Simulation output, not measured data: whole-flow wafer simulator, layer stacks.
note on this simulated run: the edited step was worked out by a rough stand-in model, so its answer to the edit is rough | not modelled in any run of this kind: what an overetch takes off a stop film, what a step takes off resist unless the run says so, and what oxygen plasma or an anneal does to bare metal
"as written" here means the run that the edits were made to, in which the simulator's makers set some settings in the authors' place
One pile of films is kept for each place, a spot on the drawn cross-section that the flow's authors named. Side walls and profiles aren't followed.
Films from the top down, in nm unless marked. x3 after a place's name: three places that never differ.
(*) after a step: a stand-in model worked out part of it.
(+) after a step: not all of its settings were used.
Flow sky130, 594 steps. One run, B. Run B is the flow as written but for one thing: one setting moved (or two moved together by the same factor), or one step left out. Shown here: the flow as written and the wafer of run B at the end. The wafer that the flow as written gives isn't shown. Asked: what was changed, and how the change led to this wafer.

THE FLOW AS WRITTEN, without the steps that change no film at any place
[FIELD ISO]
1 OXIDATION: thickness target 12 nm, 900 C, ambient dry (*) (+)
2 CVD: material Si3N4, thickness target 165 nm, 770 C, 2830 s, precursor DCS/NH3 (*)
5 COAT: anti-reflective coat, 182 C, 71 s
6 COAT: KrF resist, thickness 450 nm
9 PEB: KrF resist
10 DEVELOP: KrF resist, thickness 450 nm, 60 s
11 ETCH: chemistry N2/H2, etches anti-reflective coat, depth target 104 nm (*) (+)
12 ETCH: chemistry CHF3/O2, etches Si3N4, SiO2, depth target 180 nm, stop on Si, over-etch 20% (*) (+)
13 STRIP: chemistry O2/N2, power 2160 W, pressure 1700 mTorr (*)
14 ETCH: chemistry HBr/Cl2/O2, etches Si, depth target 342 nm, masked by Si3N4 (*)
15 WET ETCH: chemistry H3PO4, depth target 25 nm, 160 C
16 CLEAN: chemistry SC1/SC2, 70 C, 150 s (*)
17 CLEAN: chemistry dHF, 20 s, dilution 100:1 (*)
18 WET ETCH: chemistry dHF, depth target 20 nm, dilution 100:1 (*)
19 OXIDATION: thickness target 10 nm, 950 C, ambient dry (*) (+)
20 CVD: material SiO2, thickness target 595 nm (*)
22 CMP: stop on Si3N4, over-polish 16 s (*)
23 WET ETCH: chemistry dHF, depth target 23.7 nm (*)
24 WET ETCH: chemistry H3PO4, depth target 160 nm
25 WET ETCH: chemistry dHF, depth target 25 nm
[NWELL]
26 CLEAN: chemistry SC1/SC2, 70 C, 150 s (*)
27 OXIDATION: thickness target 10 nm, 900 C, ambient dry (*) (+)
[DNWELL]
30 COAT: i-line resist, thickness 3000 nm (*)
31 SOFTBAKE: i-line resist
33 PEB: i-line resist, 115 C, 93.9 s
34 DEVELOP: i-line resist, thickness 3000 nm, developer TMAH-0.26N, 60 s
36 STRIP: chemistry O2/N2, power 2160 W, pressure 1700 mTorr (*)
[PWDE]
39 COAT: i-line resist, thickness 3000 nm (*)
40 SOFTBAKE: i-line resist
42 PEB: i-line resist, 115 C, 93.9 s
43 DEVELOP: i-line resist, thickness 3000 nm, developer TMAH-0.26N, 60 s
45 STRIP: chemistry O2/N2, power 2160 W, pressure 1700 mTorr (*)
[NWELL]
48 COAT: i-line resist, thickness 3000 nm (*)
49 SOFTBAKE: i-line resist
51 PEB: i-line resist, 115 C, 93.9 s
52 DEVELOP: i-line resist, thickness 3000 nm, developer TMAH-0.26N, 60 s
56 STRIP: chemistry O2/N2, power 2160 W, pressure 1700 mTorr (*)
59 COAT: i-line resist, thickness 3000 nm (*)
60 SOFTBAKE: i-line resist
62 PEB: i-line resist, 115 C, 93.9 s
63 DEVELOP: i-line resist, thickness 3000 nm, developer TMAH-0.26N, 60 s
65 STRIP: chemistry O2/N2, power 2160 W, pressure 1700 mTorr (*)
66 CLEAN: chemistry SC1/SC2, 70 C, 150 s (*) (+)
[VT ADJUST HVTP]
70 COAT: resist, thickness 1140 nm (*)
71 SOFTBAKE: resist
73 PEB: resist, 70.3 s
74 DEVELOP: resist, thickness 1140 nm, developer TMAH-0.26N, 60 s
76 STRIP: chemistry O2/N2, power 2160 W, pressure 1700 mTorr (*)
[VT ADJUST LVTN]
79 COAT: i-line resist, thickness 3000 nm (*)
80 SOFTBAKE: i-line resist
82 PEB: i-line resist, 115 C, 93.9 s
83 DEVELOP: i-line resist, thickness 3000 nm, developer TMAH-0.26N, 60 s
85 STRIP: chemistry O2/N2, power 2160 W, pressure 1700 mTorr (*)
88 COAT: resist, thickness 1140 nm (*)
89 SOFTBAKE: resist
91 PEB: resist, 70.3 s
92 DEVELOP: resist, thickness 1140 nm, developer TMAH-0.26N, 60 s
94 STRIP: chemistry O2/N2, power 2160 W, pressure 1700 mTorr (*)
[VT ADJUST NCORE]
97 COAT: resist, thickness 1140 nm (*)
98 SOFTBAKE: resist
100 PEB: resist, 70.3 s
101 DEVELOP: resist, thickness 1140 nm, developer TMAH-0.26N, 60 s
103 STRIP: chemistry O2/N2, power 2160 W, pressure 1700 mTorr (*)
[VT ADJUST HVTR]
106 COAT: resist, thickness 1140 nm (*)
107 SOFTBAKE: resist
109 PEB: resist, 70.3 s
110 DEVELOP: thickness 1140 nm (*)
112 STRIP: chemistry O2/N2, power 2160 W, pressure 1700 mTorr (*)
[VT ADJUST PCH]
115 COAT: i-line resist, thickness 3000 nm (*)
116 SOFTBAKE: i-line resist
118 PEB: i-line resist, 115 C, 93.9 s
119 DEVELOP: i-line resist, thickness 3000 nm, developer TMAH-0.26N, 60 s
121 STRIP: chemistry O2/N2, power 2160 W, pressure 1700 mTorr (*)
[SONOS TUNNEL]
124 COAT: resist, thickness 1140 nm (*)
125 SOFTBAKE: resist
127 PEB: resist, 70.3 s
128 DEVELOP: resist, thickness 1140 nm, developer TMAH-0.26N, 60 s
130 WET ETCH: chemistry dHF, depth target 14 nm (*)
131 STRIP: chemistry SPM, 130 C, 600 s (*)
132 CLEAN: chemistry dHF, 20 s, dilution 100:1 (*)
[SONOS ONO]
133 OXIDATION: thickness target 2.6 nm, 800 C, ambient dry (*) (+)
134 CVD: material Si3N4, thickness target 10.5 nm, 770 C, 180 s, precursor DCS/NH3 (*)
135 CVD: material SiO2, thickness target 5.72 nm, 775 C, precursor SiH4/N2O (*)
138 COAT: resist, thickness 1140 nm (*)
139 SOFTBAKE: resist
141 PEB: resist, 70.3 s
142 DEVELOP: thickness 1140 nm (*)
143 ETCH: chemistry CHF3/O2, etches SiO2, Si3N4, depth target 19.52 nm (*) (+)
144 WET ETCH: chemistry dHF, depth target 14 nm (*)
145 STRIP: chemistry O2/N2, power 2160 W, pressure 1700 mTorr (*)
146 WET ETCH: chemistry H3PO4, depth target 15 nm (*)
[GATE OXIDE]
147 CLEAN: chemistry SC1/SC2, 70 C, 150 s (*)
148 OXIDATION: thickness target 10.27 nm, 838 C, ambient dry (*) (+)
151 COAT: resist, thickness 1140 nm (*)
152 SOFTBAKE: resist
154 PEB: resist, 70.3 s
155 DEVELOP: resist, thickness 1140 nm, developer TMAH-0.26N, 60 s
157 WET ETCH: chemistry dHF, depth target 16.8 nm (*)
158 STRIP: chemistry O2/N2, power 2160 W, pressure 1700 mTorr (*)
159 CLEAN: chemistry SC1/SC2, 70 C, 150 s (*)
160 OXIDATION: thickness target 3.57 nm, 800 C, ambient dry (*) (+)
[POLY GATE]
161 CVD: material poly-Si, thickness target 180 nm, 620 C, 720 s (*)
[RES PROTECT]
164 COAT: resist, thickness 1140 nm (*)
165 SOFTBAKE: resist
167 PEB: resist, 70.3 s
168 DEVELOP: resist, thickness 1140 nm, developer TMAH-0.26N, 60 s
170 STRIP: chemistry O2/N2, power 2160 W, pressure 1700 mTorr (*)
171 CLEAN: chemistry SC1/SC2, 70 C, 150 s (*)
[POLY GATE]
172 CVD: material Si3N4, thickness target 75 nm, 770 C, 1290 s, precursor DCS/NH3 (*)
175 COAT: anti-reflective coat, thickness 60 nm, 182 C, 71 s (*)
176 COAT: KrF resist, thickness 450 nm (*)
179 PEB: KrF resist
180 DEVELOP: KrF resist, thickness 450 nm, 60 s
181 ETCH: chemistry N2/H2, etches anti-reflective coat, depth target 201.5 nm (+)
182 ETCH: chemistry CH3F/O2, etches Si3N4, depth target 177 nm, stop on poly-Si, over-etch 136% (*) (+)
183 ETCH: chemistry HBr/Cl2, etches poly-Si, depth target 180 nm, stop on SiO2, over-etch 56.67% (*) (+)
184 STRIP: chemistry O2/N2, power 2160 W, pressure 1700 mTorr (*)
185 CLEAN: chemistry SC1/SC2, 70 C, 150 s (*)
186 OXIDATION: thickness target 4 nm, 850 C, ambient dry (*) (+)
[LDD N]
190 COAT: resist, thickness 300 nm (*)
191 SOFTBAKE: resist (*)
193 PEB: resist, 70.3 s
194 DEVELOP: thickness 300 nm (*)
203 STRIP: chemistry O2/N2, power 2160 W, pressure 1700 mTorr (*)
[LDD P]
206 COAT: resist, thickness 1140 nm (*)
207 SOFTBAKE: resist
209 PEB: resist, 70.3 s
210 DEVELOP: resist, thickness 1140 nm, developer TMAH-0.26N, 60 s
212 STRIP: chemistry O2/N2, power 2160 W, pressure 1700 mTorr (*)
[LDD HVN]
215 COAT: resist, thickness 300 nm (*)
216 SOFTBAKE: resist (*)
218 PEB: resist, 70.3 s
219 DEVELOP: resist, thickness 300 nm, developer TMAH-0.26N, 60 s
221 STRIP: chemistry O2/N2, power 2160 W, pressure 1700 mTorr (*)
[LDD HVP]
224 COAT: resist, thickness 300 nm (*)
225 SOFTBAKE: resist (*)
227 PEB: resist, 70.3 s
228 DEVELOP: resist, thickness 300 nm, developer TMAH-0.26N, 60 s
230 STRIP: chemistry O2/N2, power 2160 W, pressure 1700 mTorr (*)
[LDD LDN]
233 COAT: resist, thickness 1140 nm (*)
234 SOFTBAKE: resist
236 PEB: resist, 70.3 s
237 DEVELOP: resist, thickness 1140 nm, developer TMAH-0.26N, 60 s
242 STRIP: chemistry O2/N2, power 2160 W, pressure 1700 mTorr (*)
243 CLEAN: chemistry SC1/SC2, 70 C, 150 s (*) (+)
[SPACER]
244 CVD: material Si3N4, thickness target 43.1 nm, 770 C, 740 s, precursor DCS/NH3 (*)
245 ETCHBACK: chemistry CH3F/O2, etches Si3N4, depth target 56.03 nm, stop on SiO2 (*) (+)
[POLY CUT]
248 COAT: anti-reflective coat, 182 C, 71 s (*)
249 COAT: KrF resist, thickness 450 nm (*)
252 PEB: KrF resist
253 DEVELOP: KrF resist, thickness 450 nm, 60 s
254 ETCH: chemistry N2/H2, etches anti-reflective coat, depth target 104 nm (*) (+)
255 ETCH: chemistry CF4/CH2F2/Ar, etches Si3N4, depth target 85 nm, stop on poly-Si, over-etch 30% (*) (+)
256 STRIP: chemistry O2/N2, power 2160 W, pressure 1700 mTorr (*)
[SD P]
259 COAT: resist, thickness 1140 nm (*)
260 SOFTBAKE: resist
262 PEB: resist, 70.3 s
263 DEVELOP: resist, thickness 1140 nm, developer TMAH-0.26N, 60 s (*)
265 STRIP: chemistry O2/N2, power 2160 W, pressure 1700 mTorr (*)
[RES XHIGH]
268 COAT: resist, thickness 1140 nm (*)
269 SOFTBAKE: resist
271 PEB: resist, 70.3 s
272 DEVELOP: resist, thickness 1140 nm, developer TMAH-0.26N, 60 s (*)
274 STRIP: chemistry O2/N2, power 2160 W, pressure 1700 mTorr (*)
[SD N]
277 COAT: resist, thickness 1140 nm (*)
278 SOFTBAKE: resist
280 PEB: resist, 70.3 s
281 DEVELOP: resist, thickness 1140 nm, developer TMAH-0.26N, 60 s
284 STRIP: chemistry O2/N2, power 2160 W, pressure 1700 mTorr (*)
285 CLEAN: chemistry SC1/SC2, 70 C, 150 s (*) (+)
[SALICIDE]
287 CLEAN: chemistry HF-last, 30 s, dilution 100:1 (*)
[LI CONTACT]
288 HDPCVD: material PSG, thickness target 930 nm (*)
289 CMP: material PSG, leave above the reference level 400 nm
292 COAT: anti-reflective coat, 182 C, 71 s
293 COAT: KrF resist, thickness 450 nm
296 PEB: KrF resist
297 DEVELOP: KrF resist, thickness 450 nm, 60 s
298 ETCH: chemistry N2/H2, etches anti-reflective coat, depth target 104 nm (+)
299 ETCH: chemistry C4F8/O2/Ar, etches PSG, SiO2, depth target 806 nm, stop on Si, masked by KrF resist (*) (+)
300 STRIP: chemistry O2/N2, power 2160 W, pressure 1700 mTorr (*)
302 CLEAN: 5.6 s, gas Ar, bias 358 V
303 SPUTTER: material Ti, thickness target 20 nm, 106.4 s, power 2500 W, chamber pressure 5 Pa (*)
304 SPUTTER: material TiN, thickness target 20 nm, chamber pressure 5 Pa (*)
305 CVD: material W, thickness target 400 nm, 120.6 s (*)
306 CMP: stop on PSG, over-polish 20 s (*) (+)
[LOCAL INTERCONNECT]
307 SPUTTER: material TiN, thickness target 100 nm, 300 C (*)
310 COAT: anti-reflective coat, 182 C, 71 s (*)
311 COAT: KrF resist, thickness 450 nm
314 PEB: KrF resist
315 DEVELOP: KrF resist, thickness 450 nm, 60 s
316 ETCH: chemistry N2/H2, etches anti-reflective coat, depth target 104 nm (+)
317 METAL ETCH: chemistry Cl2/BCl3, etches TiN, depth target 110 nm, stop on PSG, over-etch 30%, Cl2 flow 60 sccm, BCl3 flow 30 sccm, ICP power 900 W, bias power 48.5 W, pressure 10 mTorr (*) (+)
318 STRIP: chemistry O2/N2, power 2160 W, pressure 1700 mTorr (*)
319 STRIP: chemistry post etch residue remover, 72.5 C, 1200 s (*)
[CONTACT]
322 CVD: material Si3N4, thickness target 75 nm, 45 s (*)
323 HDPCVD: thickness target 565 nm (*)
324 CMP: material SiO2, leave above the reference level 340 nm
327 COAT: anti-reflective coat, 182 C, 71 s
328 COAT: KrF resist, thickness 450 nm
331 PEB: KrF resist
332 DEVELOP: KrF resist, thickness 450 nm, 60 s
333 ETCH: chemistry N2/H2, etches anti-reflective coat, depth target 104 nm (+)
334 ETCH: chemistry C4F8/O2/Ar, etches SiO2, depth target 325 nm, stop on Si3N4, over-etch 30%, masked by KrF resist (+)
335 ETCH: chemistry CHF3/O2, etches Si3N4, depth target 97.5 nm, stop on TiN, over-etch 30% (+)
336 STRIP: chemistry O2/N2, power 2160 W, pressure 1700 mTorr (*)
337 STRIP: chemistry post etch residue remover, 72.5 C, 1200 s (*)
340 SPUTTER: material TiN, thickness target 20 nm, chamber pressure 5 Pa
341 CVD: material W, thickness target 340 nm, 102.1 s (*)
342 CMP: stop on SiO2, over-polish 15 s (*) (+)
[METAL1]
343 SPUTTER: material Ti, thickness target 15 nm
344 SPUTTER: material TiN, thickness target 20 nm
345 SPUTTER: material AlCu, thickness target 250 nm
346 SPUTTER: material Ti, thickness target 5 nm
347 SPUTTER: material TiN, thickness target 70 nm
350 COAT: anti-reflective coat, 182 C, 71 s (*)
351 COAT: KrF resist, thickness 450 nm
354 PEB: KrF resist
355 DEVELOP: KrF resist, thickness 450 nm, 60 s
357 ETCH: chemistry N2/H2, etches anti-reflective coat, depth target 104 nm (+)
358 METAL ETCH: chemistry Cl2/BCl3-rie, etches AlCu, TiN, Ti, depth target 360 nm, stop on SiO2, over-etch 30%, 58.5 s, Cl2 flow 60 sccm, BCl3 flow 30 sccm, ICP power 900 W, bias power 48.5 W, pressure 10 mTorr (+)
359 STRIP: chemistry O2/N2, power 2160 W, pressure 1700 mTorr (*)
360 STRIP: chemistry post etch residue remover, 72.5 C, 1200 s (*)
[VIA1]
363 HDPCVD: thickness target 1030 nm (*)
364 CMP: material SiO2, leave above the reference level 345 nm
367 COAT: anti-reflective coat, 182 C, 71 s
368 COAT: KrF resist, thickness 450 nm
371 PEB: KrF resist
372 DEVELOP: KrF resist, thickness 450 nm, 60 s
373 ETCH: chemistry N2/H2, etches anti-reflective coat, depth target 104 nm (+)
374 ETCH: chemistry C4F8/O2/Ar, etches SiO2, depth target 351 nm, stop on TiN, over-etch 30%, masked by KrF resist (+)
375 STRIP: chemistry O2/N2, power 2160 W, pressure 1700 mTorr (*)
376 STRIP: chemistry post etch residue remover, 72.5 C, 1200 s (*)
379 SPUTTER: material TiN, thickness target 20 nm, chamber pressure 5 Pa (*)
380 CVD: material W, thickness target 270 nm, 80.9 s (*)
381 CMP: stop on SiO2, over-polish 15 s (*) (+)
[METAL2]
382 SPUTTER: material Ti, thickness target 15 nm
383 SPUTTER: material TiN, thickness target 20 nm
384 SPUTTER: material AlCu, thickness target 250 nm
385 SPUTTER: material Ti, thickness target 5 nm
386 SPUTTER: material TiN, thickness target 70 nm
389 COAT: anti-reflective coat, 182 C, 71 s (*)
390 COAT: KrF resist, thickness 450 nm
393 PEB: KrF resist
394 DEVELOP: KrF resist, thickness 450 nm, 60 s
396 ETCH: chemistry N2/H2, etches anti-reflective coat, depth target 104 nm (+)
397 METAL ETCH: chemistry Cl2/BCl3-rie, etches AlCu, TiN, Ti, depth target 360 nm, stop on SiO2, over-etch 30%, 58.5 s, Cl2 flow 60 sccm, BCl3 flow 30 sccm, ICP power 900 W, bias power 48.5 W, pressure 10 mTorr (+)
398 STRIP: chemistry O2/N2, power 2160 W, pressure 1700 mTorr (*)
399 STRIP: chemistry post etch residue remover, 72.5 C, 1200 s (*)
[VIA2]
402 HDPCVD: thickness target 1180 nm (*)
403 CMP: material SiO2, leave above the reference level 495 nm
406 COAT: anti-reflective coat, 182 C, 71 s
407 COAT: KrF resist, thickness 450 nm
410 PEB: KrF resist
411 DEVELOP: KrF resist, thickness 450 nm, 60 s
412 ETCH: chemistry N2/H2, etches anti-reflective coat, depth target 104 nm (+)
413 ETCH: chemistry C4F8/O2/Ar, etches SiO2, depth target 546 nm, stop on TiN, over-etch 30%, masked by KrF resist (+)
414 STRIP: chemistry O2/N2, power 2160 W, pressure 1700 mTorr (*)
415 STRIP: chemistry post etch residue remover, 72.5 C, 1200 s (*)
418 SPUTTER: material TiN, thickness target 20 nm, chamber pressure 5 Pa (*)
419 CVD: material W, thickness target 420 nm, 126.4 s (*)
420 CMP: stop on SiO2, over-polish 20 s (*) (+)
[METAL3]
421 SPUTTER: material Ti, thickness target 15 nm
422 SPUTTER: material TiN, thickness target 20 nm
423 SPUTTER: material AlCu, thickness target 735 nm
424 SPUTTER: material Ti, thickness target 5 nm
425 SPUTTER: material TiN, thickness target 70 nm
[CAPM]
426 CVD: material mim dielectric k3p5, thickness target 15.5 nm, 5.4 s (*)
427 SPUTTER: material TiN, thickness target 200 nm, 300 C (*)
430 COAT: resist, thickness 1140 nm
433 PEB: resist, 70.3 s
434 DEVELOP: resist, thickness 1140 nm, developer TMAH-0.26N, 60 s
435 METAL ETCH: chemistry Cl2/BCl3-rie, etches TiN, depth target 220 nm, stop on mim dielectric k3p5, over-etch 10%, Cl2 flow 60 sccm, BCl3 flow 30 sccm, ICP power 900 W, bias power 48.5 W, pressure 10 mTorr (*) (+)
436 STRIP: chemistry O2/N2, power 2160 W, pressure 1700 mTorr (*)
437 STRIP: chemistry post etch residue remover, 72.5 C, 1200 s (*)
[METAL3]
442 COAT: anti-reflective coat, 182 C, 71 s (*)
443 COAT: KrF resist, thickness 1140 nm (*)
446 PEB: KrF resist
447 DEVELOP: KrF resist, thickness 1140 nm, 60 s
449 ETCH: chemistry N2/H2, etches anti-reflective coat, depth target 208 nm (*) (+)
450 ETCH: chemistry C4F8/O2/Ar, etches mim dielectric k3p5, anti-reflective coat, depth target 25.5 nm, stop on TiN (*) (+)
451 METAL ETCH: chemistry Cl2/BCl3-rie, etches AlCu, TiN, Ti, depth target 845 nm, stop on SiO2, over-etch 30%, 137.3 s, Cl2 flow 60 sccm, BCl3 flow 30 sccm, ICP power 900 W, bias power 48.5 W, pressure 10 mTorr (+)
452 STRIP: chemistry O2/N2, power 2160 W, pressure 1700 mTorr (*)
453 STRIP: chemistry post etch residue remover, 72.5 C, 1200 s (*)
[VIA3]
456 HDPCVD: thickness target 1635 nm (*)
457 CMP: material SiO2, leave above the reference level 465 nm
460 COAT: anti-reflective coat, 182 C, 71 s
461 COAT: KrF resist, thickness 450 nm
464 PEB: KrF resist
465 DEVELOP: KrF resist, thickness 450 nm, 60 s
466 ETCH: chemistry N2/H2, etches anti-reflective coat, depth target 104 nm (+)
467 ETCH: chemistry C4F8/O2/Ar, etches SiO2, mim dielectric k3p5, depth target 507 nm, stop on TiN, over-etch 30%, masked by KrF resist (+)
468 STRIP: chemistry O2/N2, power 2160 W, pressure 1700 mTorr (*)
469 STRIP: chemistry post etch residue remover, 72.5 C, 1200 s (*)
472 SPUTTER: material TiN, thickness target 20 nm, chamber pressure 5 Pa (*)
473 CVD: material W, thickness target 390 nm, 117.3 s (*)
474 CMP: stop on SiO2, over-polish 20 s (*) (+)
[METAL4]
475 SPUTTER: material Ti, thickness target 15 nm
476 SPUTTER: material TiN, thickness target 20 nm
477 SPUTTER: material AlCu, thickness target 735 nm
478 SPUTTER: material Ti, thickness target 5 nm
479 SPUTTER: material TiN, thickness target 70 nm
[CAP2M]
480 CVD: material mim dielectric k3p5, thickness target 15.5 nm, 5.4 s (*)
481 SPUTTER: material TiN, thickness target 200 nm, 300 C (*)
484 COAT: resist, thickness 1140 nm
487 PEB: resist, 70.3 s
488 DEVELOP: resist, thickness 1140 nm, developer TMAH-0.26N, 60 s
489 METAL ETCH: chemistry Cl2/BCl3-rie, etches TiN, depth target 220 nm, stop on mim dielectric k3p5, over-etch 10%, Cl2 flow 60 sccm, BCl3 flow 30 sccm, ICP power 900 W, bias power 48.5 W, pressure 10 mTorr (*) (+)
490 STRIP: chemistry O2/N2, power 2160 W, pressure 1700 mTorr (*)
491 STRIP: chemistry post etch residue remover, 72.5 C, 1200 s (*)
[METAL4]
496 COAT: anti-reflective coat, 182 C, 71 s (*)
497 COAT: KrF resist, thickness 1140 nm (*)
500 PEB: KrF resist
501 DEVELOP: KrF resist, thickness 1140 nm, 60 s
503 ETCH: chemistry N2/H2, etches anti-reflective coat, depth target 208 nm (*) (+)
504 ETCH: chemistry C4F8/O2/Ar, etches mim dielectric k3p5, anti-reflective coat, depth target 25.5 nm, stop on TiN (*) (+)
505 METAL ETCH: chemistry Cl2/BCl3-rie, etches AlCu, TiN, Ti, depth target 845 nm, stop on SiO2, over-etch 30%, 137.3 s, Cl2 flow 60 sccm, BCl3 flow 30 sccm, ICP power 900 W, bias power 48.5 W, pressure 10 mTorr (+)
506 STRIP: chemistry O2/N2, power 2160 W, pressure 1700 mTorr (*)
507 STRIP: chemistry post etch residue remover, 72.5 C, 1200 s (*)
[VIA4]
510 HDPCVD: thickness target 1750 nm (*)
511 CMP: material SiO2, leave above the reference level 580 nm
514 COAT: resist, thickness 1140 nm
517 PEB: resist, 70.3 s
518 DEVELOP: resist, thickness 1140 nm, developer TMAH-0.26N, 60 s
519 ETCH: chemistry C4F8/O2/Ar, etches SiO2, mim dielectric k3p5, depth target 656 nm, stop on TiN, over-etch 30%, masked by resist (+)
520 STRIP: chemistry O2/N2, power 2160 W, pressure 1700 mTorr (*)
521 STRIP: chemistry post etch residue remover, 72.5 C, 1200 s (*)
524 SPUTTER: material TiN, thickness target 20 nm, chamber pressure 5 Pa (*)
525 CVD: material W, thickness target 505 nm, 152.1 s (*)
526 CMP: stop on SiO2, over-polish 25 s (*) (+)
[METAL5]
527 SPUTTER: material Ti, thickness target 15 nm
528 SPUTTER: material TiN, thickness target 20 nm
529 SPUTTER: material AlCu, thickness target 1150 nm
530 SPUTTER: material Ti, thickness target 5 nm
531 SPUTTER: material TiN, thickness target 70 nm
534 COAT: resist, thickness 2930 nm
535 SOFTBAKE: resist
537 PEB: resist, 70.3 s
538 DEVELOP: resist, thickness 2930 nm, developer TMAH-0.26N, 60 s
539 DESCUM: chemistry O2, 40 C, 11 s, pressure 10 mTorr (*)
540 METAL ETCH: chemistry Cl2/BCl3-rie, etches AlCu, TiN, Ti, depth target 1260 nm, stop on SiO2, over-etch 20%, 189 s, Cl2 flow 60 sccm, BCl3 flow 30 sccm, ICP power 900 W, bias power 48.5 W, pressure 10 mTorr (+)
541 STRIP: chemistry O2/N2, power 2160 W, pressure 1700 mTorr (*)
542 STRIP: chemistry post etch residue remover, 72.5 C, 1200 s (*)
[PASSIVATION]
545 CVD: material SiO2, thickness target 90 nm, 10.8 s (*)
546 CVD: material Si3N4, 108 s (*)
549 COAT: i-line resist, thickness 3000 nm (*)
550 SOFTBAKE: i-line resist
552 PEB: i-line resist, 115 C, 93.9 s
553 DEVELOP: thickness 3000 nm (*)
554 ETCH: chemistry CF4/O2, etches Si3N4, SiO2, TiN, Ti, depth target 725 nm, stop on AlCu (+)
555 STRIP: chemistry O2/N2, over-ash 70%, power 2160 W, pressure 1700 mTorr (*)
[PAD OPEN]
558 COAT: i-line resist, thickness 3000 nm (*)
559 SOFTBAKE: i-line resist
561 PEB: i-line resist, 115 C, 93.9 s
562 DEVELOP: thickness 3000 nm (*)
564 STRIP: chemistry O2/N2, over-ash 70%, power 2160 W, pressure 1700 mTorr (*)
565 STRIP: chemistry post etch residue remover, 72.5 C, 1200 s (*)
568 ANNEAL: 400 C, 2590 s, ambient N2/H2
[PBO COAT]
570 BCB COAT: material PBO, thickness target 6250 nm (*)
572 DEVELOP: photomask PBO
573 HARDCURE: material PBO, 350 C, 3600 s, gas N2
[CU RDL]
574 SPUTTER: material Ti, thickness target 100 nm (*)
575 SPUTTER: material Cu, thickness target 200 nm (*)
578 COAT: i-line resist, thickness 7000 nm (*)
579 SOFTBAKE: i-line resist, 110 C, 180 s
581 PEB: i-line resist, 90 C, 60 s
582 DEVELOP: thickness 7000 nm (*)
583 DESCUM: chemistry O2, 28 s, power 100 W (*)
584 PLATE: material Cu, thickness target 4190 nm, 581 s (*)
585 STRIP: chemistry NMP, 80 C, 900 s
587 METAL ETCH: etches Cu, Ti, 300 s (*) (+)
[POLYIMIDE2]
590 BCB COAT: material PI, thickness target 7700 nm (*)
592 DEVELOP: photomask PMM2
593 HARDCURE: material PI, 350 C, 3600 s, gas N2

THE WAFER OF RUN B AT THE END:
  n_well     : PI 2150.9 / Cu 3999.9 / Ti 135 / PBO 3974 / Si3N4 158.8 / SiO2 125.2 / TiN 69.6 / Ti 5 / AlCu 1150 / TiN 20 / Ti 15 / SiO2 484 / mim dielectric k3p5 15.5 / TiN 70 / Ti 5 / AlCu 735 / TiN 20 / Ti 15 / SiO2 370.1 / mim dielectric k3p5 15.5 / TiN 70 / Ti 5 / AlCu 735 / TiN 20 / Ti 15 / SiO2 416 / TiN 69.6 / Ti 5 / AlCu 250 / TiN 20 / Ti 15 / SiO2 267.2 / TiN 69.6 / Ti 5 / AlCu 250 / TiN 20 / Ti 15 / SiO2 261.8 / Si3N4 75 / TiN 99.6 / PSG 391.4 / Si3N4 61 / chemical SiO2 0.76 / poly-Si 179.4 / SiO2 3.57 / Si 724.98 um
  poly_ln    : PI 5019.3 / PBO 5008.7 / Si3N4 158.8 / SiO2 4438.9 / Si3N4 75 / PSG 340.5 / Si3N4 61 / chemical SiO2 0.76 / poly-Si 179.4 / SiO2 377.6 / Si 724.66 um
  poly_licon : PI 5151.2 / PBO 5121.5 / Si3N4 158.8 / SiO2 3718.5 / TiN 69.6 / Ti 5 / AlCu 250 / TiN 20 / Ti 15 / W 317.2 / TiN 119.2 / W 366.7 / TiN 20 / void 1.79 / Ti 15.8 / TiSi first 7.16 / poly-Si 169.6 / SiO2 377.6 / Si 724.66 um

The cause: step 574, SPUTTER: thickness target 135 nm was run, where the flow has thickness target 100 nm.
It can be read off the wafer: n_well has Ti 135, and step 574 as written asks for 100 nm.

How the change led to this, step by step:
  574 SPUTTER: material Ti, thickness target 100 nm (*)
      field, active, n_well and 190 more: Ti +135 (new film) (as written it would be: Ti +100 (new film))
  587 METAL ETCH: etches Cu, Ti, 300 s (*) (+)
      field, active, gate and 167 more: Cu -200 (all of it), Ti -135 (all of it) (as written it would be: Cu -200 (all of it), Ti -100 (all of it))
  590 BCB COAT: material PI, thickness target 7700 nm (*)
      de16_gate_nw: PI +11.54 um (new film) (as written it would be: PI +11.5 um (new film))
